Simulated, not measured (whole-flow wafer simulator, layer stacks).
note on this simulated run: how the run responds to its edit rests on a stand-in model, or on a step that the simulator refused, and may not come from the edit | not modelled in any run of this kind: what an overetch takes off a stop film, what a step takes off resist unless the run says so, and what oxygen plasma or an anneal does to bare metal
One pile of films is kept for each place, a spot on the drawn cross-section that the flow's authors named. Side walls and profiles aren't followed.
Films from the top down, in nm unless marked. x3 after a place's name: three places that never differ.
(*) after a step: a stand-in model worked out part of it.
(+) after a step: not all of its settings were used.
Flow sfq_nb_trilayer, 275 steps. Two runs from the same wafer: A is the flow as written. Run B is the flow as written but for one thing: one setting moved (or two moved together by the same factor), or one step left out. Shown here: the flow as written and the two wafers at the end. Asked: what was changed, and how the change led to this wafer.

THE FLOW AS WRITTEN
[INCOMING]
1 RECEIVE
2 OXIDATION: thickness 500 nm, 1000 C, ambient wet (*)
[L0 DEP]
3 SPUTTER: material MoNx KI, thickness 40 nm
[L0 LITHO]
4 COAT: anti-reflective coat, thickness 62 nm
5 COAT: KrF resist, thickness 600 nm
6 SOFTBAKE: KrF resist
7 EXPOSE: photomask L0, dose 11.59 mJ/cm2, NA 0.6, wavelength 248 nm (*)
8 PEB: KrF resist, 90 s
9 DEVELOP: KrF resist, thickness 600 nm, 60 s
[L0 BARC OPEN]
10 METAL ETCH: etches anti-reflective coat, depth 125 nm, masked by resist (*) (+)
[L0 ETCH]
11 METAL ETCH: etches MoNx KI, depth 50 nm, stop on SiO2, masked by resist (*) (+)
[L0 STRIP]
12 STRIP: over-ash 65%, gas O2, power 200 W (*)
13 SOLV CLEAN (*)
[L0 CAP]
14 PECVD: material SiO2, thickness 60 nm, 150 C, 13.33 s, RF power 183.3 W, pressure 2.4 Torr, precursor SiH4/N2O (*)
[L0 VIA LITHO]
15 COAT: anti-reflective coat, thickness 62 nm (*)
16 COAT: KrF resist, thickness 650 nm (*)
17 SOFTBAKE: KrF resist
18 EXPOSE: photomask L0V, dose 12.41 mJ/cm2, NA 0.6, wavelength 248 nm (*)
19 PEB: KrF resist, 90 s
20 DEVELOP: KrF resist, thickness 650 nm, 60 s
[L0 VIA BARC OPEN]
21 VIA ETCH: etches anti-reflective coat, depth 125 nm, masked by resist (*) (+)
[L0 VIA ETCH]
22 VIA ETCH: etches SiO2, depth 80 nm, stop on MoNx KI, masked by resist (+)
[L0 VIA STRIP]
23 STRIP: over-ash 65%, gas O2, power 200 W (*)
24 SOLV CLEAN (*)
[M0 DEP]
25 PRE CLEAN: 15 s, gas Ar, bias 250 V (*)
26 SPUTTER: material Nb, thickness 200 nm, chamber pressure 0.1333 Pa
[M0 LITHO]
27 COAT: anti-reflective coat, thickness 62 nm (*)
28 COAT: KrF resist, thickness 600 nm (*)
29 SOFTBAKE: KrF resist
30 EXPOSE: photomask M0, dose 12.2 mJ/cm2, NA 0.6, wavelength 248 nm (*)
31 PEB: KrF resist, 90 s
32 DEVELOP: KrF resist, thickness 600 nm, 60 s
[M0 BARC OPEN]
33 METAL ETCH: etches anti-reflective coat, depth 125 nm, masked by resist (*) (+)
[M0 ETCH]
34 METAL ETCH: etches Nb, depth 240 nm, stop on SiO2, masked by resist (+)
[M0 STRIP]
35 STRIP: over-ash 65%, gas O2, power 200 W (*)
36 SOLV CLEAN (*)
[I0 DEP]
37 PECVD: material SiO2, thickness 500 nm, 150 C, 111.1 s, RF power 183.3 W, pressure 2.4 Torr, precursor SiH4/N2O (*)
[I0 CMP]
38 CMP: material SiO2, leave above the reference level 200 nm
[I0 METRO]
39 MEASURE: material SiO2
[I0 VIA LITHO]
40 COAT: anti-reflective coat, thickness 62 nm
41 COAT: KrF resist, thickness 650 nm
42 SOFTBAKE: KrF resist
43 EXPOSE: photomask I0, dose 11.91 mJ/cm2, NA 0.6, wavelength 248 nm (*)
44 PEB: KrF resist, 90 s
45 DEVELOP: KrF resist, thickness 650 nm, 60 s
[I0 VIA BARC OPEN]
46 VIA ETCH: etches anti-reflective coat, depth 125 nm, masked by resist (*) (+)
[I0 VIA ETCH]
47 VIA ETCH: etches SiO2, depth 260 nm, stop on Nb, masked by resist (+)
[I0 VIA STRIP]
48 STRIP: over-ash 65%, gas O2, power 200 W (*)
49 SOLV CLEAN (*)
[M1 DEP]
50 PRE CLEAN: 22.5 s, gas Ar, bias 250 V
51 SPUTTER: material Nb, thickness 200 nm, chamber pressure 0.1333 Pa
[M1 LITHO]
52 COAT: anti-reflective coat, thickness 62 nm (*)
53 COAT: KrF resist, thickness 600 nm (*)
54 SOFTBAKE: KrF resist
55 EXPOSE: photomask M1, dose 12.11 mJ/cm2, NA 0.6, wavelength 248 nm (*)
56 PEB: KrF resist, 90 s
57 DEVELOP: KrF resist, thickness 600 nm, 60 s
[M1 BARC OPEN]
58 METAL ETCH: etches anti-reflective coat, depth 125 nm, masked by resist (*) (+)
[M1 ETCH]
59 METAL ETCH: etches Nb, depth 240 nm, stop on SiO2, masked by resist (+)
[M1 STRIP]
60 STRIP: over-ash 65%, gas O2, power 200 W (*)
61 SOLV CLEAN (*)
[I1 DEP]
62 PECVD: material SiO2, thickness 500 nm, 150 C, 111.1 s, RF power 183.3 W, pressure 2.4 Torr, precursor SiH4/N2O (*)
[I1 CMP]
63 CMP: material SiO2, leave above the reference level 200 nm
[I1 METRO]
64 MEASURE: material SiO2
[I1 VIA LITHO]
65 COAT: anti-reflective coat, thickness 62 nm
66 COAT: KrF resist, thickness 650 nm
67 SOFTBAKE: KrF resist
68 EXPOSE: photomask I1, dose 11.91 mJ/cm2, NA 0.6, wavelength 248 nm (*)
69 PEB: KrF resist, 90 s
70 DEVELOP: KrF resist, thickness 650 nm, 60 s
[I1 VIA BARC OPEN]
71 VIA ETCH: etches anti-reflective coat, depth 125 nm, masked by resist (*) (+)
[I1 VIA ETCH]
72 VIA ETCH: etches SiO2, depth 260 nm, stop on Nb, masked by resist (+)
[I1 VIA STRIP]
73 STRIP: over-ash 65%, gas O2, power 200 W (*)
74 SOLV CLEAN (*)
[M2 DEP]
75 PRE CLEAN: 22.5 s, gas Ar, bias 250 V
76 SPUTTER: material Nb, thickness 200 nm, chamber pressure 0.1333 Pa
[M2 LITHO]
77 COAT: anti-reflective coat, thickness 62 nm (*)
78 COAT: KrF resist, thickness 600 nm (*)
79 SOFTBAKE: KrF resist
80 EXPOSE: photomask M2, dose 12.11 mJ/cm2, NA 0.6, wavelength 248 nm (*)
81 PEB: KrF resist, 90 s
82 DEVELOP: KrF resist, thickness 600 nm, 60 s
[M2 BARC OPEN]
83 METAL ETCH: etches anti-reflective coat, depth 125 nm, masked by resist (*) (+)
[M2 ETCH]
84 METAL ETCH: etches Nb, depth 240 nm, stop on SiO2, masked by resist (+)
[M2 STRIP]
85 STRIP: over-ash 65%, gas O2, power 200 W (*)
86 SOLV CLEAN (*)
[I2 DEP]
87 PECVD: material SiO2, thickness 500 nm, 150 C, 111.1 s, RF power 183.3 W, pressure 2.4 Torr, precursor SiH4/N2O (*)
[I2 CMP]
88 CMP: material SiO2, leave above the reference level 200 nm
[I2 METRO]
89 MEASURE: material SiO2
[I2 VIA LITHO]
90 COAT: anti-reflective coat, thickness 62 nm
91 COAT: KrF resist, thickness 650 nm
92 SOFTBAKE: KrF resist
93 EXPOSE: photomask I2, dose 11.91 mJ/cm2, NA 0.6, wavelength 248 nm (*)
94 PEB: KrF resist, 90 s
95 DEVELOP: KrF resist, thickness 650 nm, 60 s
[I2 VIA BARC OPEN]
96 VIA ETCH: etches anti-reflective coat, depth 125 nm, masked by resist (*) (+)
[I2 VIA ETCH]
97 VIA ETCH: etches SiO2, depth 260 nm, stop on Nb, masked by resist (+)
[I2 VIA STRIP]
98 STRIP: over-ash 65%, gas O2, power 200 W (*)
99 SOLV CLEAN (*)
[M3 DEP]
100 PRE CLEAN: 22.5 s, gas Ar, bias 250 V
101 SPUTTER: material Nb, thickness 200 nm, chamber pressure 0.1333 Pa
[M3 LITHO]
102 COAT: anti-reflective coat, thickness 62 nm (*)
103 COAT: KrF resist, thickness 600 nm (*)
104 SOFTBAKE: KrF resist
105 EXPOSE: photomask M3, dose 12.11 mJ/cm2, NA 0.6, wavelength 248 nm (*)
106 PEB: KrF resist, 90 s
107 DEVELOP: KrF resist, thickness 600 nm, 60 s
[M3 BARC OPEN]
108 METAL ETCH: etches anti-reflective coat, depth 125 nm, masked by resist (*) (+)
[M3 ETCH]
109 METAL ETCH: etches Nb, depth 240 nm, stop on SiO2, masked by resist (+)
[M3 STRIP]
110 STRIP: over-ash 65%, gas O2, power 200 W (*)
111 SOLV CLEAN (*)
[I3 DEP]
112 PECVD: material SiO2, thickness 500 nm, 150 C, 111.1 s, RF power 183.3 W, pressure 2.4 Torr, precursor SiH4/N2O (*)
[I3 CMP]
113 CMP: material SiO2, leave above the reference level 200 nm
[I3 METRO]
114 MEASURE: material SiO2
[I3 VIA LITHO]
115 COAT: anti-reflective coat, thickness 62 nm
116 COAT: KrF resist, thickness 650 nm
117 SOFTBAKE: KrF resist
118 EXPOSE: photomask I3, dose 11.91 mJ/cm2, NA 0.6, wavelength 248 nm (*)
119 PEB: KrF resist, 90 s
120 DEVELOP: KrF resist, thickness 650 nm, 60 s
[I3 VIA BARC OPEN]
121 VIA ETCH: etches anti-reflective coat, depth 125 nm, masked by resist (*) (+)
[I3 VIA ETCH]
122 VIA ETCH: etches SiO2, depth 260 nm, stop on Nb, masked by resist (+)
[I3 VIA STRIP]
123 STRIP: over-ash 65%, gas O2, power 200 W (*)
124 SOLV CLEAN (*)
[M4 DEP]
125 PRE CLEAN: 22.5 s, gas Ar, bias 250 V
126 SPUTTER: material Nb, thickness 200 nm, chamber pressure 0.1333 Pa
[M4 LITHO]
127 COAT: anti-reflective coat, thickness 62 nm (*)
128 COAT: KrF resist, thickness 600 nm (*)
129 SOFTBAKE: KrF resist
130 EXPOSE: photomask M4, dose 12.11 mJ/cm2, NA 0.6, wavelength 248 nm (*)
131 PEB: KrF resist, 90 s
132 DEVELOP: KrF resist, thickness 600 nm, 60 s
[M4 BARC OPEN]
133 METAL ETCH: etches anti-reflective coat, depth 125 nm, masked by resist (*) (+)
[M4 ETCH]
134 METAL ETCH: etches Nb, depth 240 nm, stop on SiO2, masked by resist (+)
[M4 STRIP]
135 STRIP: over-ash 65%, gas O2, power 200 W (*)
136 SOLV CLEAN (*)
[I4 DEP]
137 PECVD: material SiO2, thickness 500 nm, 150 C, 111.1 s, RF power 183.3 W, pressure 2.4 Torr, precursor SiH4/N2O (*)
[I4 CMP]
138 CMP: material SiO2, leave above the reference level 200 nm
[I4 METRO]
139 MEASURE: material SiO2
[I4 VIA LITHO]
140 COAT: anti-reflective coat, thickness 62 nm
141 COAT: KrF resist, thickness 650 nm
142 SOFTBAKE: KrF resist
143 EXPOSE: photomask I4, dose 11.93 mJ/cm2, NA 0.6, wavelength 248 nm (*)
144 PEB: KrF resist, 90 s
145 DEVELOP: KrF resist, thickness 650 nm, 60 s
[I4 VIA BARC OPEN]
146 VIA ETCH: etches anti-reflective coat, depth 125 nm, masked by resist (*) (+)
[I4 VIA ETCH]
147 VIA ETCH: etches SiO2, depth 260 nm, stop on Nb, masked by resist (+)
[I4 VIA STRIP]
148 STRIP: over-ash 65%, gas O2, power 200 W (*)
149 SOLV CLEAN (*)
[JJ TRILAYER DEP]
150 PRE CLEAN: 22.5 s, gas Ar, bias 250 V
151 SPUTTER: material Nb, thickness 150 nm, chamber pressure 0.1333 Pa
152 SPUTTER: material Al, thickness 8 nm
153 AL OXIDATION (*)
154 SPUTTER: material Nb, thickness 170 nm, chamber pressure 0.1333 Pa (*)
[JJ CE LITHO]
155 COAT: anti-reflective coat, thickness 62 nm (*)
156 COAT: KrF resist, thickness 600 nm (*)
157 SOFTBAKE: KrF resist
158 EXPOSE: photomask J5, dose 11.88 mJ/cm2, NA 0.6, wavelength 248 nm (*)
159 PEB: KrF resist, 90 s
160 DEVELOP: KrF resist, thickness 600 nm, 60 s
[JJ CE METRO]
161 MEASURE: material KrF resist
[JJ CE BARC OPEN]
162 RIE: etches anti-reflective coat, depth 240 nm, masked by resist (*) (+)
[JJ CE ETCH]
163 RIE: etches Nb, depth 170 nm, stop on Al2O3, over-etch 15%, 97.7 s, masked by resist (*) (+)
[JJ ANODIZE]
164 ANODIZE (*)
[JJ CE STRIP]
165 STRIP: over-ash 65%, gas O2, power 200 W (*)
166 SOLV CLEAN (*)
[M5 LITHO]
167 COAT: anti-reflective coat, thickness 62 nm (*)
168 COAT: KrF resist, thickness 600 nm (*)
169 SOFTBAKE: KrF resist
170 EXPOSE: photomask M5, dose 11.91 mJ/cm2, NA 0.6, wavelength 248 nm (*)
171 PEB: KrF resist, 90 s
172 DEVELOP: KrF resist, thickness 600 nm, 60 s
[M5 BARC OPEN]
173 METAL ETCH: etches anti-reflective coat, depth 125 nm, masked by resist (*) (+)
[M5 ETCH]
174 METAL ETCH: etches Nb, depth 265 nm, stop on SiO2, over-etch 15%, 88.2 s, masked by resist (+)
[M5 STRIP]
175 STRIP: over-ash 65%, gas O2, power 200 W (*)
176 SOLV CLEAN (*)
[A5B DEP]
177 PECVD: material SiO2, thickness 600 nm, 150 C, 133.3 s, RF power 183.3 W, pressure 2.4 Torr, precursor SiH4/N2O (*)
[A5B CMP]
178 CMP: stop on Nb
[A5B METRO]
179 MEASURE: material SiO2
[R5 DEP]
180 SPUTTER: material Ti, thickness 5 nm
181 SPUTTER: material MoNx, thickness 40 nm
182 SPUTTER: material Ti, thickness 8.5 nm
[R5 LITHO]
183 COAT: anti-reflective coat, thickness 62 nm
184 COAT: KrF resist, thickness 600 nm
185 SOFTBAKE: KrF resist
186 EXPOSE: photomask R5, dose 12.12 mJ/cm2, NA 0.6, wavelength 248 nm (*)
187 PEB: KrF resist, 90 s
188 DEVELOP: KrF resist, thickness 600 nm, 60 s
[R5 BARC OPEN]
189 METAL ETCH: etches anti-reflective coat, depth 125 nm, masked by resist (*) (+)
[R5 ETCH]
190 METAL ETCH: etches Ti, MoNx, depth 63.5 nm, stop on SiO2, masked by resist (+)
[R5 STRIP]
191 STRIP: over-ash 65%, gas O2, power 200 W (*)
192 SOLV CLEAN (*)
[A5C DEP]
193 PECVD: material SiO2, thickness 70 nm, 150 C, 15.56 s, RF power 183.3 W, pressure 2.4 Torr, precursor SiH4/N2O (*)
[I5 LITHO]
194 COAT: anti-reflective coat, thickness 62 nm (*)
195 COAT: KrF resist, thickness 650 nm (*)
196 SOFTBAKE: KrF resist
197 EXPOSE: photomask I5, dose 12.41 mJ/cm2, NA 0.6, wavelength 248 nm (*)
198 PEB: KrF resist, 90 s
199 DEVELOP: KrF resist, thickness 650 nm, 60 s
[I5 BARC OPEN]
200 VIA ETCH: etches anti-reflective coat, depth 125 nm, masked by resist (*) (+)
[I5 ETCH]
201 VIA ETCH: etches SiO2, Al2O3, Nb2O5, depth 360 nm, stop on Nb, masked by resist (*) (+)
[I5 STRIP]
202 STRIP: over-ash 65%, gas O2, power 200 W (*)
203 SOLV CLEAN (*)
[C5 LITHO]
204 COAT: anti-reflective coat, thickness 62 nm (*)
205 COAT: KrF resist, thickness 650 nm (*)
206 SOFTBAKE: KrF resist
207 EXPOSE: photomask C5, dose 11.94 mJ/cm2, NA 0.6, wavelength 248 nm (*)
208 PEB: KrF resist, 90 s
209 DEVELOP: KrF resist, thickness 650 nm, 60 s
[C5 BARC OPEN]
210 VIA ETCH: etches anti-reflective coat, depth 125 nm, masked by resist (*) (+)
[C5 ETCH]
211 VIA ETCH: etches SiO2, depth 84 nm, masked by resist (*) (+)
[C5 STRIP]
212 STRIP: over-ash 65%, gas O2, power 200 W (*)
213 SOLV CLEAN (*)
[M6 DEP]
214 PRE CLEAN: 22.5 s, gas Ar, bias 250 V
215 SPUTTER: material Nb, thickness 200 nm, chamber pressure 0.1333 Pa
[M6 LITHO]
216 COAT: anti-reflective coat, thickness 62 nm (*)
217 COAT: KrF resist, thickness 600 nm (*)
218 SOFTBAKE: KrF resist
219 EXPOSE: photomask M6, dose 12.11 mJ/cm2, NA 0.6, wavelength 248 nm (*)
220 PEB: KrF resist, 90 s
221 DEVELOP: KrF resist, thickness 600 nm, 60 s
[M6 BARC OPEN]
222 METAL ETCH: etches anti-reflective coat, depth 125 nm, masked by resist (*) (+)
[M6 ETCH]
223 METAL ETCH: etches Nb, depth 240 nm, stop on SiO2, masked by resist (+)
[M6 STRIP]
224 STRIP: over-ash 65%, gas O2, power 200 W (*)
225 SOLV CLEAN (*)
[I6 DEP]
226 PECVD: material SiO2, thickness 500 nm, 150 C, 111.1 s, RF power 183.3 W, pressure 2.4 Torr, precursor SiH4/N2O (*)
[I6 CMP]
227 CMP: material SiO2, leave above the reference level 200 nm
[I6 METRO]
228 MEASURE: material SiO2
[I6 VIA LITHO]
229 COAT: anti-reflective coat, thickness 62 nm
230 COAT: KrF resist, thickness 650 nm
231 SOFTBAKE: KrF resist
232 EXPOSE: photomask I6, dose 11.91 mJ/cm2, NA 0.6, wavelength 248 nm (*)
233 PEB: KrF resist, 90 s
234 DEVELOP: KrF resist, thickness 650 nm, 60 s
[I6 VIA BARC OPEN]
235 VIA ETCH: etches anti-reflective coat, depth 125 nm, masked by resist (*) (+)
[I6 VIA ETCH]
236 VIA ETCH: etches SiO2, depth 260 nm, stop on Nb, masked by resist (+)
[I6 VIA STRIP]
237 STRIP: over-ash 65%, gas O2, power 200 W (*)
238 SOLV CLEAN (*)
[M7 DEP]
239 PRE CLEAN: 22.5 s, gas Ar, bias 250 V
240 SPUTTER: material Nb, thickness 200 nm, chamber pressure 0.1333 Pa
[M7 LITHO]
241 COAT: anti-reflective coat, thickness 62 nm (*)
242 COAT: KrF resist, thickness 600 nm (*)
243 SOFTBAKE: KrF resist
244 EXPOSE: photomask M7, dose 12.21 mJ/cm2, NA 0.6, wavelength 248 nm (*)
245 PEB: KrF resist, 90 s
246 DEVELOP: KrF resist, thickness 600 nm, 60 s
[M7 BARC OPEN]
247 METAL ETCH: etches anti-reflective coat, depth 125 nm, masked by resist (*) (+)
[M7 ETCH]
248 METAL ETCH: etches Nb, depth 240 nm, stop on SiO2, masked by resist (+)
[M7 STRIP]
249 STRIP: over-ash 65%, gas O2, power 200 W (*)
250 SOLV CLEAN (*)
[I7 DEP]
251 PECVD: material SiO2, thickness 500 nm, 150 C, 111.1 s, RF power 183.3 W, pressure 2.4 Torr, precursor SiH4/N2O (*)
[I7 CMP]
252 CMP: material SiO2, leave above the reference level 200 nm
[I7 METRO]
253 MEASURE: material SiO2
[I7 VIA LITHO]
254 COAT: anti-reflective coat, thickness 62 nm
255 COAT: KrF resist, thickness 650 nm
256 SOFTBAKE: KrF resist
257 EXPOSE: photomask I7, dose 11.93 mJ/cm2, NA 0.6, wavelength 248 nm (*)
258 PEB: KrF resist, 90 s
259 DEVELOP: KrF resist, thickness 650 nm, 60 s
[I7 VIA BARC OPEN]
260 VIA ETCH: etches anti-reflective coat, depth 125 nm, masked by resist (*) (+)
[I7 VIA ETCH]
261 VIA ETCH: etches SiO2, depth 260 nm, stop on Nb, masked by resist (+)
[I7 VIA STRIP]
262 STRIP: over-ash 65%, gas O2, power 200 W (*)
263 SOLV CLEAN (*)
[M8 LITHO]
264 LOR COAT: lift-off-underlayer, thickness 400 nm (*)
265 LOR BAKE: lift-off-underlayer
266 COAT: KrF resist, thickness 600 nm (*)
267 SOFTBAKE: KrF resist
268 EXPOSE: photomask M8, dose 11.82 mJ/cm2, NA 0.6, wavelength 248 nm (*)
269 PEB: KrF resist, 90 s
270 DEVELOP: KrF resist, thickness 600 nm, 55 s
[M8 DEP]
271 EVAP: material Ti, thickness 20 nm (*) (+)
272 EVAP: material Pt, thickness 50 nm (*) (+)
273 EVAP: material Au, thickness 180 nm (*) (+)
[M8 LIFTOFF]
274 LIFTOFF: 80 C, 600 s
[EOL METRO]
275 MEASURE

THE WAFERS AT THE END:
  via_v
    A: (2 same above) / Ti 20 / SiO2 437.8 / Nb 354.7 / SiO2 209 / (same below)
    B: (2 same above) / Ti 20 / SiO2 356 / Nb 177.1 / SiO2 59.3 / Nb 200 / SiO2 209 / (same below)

The cause: step 236, VIA ETCH: depth 133 nm was run, where the flow has depth 260 nm.

How the change led to this, step by step:
  236 VIA ETCH: etches SiO2, depth 260 nm, stop on Nb, masked by resist (+)
      via_v: A SiO2 -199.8 (all of it) | B SiO2 -133
      field_l, v_sur, via_wl and 102 more: A KrF resist -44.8 | B KrF resist -22.9
  237 STRIP: over-ash 65%, gas O2, power 200 W (*)
      field_l, v_sur, via_wl and 102 more: A KrF resist -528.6 (all of it), anti-reflective coat -62 (all of it) | B KrF resist -550.5 (all of it), anti-reflective coat -62 (all of it)
  239 PRE CLEAN: 22.5 s, gas Ar, bias 250 V
      via_v: A Nb -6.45 | B SiO2 -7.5
  240 SPUTTER: material Nb, thickness 200 nm, chamber pressure 0.1333 Pa
      via_v: A Nb +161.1 | B Nb +177.1 (new film)
  241 COAT: anti-reflective coat, thickness 62 nm (*)
      via_sp: A anti-reflective coat +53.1 (new film) | B anti-reflective coat +54.3 (new film)
      via_v: A anti-reflective coat +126 (new film) | B anti-reflective coat +110.3 (new film)
      (and at 1 more place)
  242 COAT: KrF resist, thickness 600 nm (*)
      via_v: A KrF resist +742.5 (new film) | B KrF resist +687.3 (new film)
  249 STRIP: over-ash 65%, gas O2, power 200 W (*)
      via_sp: A KrF resist -373.6 (all of it), anti-reflective coat -53.1 (all of it) | B KrF resist -378.2 (all of it), anti-reflective coat -54.3 (all of it)
      via_v: A KrF resist -524.5 (all of it), anti-reflective coat -126 (all of it) | B KrF resist -469.4 (all of it), anti-reflective coat -110.3 (all of it)
      (and at 1 more place)
  251 PECVD: material SiO2, thickness 500 nm, 150 C, 111.1 s, RF power 183.3 W, pressure 2.4 Torr, precursor SiH4/N2O (*)
      via_v: A SiO2 +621 (new film) | B SiO2 +513.1 (new film)
  252 CMP: material SiO2, leave above the reference level 200 nm
      via_v: A SiO2 -183.1 | B SiO2 -157.1
Counting metal films that touch as one body, via_v has 7 bodies (between them, from the top down: SiO2 356; SiO2 59.3; SiO2 209 / Al2O3 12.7 / Nb2O5 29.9; SiO2 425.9; SiO2 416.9; SiO2 192.5); the flow as written gives 6 bodies (between them, from the top down: SiO2 437.8; SiO2 209 / Al2O3 12.7 / Nb2O5 29.9; SiO2 425.9; SiO2 416.9; SiO2 192.5).
